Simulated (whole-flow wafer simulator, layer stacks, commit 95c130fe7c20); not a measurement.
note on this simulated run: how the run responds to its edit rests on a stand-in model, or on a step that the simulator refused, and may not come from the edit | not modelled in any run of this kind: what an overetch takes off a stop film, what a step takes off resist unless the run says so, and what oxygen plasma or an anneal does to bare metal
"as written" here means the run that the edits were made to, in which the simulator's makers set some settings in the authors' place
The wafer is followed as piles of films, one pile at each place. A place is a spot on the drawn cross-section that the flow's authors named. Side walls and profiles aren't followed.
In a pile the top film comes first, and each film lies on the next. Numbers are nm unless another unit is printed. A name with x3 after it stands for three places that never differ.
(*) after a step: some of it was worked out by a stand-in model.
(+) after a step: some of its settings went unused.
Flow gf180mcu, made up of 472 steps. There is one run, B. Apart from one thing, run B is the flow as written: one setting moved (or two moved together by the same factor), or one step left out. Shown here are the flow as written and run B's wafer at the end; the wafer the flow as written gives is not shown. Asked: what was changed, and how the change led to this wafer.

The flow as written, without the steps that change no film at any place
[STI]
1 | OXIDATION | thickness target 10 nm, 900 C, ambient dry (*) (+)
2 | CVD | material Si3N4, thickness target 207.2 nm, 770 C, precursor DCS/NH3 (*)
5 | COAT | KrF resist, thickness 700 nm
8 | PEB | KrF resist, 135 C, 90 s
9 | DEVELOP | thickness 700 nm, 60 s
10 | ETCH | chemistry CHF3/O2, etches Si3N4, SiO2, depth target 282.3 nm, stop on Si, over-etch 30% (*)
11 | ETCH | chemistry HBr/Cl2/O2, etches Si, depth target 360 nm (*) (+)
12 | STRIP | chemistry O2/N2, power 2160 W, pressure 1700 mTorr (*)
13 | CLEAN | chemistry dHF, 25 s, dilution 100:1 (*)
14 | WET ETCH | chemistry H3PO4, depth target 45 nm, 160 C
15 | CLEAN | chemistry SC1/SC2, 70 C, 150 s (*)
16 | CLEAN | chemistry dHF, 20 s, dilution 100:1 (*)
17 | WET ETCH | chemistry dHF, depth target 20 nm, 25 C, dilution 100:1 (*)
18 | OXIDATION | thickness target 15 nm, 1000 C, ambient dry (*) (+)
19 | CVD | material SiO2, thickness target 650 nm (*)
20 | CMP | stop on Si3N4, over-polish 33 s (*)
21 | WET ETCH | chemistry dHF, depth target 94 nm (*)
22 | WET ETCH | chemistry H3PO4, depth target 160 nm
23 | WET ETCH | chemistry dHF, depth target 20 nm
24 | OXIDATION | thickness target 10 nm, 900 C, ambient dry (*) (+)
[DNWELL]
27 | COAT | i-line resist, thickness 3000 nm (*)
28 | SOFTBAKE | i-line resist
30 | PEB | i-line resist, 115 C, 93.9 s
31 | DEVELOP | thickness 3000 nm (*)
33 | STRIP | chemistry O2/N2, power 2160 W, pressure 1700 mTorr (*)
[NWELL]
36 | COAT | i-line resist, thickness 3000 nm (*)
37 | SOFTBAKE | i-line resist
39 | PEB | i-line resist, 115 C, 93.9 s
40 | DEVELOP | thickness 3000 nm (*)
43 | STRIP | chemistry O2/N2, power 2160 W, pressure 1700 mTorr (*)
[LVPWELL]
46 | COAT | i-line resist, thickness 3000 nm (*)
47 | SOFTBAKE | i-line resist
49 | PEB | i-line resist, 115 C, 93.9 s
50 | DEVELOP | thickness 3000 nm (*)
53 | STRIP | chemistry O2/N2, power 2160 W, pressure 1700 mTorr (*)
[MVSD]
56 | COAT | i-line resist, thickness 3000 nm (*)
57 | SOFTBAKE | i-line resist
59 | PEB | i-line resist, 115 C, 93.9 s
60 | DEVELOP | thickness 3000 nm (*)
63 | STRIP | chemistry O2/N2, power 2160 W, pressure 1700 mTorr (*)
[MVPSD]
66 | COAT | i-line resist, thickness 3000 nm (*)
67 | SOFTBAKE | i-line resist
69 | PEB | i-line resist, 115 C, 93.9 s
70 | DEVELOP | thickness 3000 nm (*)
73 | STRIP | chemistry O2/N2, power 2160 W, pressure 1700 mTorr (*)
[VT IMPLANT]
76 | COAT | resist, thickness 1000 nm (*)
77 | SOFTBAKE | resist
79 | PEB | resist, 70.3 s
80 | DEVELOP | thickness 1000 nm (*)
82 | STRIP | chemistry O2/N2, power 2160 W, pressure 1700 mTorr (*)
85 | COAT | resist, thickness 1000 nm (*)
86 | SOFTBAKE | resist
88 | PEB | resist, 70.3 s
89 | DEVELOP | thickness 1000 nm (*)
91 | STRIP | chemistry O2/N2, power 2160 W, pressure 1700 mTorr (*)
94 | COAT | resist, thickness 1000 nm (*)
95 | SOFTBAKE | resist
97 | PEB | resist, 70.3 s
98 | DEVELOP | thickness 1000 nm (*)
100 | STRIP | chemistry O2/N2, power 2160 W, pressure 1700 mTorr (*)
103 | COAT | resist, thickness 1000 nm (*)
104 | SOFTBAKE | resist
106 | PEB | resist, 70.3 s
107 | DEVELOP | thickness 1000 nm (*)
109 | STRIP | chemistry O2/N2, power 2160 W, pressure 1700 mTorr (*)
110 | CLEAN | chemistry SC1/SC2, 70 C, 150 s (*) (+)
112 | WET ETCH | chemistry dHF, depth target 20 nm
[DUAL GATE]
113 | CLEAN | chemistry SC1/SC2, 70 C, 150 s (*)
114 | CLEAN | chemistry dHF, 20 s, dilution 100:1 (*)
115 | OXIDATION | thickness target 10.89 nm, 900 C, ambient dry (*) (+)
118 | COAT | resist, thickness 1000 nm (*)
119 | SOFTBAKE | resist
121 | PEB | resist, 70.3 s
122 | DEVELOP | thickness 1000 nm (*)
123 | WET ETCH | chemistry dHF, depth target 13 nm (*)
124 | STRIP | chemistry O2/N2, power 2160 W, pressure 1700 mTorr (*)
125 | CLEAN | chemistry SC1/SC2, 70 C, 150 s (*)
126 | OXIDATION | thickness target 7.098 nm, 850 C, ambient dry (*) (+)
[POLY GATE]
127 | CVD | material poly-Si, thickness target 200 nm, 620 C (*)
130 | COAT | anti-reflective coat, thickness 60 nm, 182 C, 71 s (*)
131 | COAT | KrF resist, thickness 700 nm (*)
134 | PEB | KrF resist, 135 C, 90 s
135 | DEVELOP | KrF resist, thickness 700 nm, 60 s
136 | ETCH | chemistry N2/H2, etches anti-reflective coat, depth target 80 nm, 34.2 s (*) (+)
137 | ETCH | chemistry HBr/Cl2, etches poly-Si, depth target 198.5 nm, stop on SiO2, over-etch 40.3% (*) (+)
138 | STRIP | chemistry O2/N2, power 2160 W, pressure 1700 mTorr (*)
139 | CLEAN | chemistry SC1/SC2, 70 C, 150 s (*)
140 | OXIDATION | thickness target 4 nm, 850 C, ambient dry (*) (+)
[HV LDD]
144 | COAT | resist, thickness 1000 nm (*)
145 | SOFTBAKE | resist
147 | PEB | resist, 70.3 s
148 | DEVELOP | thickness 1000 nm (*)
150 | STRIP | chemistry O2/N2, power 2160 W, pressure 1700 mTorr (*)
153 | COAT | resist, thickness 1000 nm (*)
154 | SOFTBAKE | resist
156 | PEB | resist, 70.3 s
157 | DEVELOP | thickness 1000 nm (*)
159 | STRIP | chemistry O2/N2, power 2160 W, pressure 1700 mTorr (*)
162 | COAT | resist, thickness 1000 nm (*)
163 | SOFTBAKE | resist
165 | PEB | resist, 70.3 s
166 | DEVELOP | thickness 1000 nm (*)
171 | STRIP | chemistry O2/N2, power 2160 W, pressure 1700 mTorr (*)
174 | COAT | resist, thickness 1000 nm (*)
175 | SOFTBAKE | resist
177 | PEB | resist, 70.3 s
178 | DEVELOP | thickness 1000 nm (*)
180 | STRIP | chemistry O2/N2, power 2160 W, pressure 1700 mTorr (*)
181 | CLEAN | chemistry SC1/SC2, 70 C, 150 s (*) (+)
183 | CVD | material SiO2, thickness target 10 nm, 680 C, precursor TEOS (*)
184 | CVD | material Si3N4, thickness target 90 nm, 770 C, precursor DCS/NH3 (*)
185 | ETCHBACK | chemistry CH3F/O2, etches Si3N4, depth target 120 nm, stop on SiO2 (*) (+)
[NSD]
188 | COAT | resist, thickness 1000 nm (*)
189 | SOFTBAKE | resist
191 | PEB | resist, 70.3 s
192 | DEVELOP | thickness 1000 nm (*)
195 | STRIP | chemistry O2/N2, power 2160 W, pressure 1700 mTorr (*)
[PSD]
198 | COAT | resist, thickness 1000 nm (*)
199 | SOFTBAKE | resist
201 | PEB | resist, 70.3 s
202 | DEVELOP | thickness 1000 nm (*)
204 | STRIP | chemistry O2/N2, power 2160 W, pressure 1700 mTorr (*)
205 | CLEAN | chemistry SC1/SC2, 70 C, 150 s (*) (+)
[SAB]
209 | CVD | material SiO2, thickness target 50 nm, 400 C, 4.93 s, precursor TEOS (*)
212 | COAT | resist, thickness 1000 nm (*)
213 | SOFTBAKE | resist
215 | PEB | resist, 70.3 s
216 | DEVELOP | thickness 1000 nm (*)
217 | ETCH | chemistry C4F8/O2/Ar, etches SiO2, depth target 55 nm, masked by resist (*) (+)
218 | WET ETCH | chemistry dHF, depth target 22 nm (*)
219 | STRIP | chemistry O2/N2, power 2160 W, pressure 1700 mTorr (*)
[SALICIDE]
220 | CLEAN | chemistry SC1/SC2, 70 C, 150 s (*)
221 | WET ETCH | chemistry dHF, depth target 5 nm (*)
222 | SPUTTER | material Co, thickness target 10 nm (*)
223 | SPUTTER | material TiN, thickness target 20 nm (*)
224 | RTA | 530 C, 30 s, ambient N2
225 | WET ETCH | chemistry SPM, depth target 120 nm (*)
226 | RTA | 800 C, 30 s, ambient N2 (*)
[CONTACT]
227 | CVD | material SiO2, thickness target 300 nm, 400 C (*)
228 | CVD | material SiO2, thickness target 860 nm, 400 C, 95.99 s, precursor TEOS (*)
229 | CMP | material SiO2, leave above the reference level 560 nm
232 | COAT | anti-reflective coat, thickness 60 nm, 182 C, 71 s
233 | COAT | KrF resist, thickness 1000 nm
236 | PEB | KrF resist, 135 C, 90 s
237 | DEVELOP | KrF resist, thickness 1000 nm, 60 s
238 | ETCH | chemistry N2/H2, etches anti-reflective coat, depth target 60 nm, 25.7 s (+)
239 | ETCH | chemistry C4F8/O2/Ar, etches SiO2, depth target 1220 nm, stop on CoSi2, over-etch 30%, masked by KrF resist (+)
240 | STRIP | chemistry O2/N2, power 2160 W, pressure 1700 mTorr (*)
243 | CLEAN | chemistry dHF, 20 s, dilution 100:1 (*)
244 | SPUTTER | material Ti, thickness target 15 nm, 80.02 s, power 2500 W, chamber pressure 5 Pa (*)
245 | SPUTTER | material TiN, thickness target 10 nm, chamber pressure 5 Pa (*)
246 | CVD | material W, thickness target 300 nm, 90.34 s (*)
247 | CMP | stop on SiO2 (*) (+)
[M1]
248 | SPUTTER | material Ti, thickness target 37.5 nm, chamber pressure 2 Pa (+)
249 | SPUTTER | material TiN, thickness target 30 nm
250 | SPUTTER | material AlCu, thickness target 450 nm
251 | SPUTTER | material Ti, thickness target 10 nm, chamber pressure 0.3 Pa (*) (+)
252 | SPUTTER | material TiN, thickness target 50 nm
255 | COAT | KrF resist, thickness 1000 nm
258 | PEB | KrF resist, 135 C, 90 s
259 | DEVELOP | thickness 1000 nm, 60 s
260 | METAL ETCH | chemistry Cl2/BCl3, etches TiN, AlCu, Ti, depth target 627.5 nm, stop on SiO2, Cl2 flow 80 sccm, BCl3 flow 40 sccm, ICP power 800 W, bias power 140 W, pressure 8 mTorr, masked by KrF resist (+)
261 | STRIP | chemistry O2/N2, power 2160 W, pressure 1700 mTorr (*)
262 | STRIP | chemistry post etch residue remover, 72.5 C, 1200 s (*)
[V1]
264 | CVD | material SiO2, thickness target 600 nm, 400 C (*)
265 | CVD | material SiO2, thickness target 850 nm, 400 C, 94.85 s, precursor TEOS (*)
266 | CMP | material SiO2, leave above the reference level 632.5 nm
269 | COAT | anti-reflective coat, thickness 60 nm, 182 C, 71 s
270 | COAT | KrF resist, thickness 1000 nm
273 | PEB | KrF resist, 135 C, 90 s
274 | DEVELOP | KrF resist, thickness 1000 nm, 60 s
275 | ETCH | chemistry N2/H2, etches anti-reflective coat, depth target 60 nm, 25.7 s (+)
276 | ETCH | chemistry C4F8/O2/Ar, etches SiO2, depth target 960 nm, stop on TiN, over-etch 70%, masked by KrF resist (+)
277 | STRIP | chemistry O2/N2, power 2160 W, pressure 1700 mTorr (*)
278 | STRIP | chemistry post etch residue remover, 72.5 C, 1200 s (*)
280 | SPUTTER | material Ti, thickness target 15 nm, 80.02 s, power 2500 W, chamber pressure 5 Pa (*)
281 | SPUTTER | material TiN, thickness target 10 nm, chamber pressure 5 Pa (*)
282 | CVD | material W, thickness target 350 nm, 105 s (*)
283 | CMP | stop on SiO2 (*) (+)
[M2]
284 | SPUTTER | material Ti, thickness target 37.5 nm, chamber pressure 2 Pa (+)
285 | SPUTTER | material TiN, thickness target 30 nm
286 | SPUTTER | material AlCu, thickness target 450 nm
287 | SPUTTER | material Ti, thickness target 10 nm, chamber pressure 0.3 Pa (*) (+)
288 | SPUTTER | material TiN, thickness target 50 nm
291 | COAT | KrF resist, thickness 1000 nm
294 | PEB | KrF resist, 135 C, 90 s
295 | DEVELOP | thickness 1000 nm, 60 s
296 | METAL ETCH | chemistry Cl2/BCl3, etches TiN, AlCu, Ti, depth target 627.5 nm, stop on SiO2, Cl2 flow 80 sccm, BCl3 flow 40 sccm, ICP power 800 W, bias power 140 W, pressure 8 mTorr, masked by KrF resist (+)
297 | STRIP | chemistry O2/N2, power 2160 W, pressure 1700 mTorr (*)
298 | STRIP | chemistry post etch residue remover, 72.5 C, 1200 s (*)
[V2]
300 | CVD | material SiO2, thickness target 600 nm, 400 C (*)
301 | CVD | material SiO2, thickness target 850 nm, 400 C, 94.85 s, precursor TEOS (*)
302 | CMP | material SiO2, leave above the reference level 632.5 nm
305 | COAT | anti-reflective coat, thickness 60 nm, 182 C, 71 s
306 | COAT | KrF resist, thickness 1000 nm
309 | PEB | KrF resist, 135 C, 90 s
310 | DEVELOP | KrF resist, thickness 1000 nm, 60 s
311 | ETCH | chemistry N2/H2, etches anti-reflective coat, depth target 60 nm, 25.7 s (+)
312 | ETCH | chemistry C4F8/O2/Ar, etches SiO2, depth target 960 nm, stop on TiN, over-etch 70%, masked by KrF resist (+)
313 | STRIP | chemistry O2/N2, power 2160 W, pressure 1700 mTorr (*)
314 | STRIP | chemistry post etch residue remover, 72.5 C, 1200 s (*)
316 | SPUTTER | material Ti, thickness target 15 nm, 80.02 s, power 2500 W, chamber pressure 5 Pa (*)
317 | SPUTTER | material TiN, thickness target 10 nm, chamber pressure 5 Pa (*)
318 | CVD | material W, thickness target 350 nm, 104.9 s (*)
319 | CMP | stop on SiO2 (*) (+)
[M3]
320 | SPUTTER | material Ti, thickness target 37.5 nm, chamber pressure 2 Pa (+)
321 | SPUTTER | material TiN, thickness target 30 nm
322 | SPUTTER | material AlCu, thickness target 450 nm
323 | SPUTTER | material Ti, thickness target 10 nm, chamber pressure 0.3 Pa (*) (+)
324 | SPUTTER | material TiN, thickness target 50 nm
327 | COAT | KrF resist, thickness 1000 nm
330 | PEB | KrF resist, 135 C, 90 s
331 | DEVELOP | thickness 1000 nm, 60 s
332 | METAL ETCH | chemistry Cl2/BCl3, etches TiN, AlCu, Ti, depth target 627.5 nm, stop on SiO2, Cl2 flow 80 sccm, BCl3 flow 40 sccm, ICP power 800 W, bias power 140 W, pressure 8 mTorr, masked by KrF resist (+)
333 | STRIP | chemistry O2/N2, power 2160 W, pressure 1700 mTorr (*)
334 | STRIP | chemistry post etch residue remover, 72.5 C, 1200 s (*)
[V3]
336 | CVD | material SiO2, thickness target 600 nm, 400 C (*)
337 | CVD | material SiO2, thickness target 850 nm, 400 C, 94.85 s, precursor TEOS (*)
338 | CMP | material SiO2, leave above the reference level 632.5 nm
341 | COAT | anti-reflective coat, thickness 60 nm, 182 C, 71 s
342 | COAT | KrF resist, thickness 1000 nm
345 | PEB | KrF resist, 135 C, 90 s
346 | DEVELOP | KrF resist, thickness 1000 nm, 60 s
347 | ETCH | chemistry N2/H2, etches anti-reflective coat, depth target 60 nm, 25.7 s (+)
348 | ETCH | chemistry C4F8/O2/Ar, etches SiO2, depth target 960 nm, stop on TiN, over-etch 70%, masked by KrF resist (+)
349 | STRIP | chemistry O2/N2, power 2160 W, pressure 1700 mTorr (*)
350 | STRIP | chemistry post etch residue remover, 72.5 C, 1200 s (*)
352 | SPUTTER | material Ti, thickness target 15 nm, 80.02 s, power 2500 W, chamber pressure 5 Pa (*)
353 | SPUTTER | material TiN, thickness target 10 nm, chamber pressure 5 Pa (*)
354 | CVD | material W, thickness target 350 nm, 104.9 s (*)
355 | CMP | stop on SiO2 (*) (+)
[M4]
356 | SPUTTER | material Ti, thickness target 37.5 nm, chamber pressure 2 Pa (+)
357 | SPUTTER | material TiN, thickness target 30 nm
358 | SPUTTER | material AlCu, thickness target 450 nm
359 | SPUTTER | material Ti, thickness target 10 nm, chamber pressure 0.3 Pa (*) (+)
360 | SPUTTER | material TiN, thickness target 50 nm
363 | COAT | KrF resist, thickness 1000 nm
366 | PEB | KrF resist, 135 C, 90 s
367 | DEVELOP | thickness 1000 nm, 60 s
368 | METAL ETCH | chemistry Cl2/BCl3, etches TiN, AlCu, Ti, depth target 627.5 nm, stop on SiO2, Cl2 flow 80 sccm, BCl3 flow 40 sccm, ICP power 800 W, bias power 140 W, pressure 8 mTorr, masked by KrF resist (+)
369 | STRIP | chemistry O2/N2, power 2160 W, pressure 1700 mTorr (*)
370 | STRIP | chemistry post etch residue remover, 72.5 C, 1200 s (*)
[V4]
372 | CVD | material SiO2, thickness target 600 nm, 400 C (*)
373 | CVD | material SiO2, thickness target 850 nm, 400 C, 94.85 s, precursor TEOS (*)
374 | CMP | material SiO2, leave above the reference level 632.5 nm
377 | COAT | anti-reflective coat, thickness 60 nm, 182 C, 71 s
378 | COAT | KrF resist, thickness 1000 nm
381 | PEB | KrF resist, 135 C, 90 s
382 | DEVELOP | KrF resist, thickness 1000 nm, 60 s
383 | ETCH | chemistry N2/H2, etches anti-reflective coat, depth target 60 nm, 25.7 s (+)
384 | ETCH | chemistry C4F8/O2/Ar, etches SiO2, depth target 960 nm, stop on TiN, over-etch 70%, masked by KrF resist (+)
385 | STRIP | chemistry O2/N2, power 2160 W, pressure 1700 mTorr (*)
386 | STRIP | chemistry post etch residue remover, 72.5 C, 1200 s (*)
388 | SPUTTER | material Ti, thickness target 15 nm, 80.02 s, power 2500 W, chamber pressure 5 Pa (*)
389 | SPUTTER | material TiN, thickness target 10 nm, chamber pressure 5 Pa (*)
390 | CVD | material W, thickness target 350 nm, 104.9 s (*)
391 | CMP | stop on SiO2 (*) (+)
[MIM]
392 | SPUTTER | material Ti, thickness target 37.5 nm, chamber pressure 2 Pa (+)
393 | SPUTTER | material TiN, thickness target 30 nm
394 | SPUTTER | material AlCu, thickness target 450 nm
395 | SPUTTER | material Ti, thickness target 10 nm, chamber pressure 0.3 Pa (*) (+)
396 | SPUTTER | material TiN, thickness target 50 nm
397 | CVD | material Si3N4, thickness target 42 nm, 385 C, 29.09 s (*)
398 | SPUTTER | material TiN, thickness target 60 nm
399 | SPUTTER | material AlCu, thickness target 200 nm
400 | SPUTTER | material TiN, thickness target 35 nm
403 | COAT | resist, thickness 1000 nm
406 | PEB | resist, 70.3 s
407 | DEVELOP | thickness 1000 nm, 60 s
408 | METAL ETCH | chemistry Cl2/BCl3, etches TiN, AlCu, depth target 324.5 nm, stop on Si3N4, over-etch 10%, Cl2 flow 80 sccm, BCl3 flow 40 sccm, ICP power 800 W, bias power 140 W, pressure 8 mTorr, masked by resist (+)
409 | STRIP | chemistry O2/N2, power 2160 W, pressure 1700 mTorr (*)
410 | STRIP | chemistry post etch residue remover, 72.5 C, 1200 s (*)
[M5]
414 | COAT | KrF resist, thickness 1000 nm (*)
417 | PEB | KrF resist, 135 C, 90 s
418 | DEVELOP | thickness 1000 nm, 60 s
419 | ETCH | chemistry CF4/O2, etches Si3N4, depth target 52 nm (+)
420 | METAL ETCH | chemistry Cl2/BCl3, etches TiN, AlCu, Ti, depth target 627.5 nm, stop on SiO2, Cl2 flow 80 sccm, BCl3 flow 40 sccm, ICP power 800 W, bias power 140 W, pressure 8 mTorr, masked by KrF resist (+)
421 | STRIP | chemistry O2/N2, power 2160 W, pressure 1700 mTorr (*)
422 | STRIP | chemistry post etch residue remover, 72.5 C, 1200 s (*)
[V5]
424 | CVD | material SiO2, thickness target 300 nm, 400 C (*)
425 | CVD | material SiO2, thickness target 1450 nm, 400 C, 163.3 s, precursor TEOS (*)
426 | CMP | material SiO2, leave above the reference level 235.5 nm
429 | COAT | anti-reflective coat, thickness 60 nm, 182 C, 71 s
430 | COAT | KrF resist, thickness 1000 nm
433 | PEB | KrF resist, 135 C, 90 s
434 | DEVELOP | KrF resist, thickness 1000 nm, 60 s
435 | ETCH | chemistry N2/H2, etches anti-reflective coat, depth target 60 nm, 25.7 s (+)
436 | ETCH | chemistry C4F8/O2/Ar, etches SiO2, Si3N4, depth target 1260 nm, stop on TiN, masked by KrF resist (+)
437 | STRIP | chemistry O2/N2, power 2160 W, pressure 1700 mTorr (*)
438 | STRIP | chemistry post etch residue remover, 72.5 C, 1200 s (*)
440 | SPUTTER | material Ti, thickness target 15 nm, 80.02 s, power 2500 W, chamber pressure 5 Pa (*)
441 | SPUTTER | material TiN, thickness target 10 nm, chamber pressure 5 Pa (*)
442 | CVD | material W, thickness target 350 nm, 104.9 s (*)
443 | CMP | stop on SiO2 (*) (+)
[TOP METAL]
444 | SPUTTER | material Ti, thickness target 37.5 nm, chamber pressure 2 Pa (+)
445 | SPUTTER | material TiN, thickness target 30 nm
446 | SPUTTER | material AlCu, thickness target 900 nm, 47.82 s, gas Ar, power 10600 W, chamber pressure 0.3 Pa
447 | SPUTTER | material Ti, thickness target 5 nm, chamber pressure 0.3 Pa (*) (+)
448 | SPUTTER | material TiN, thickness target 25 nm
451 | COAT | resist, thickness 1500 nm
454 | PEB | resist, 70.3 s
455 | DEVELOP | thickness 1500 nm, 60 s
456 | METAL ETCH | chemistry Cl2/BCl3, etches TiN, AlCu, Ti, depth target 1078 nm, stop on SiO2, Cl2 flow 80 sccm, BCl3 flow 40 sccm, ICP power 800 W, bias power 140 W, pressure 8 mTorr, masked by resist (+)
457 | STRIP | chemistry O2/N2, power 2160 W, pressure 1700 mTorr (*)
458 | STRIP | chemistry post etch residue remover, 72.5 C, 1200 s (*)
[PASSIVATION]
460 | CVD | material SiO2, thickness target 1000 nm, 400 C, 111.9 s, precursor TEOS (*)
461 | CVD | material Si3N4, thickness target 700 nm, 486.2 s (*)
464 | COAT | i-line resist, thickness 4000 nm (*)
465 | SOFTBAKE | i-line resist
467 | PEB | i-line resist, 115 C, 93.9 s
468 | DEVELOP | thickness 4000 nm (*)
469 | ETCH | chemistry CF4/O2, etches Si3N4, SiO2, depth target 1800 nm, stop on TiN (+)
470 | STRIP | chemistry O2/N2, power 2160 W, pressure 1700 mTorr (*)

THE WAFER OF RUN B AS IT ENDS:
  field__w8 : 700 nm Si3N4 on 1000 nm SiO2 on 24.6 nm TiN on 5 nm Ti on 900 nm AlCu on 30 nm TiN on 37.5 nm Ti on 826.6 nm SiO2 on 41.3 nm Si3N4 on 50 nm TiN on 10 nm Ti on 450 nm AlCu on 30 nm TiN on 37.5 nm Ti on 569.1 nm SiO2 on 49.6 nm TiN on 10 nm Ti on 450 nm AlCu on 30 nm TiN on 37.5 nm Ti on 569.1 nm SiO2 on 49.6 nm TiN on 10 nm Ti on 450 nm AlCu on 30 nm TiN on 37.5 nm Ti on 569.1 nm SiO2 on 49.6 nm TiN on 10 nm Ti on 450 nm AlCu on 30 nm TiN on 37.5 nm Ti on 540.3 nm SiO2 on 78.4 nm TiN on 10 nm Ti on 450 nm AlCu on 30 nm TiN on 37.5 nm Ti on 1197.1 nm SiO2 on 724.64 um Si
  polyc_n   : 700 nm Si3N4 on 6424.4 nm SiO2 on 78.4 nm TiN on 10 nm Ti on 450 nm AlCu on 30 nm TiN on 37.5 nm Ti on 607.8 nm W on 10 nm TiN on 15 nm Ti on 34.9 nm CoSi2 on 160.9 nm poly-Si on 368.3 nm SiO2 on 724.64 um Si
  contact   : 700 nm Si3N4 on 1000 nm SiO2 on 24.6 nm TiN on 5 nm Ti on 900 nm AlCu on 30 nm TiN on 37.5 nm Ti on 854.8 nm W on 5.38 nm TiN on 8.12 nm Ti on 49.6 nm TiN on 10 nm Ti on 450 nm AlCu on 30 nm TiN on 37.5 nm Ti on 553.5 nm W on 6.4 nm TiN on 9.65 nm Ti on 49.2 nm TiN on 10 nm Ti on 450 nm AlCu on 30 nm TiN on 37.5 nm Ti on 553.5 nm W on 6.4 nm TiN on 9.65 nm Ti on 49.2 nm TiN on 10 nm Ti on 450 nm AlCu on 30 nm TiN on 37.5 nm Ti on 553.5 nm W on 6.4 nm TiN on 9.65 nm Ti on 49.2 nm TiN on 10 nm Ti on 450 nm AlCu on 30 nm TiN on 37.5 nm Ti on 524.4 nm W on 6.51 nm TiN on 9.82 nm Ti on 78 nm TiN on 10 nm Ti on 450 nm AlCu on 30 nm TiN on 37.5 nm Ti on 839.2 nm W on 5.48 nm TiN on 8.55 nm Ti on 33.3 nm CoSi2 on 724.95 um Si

The reason: step 252, SPUTTER: thickness target 78.8 nm was run, while the flow as written has thickness target 50 nm.

How this came from the change, step by step:
  252 | SPUTTER | material TiN, thickness target 50 nm
      field, field__w1, field__w2 and 108 more: +78.8 TiN (new film) (it would be, as written: +50 TiN (new film))
  260 | METAL ETCH | chemistry Cl2/BCl3, etches TiN, AlCu, Ti, depth target 627.5 nm, stop on SiO2, Cl2 flow 80 sccm, BCl3 flow 40 sccm, ICP power 800 W, bias power 140 W, pressure 8 mTorr, masked by KrF resist (+)
      field, field__w1, field__w2 and 99 more: -78.8 TiN (all of it), -10 Ti (all of it), -450 AlCu (all of it), -30 TiN (all of it), -37.5 Ti (all of it) (it would be, as written: -50 TiN (all of it), -10 Ti (all of it), -450 AlCu (all of it), -30 TiN (all of it), -37.5 Ti (all of it))
  266 | CMP | material SiO2, leave above the reference level 632.5 nm
      field__w8, contact, m1 and 6 more: -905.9 SiO2 (it would be, as written: -877.1 SiO2)
  276 | ETCH | chemistry C4F8/O2/Ar, etches SiO2, depth target 960 nm, stop on TiN, over-etch 70%, masked by KrF resist (+)
      field, field__w1, field__w2 and 107 more: -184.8 KrF resist (it would be, as written: -192 KrF resist)
      contact: -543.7 SiO2 (all of it) (it would be, as written: -572.5 SiO2 (all of it))
  282 | CVD | material W, thickness target 350 nm, 105 s (*)
      contact: +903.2 W (new film) (it would be, as written: +932.3 W (new film))
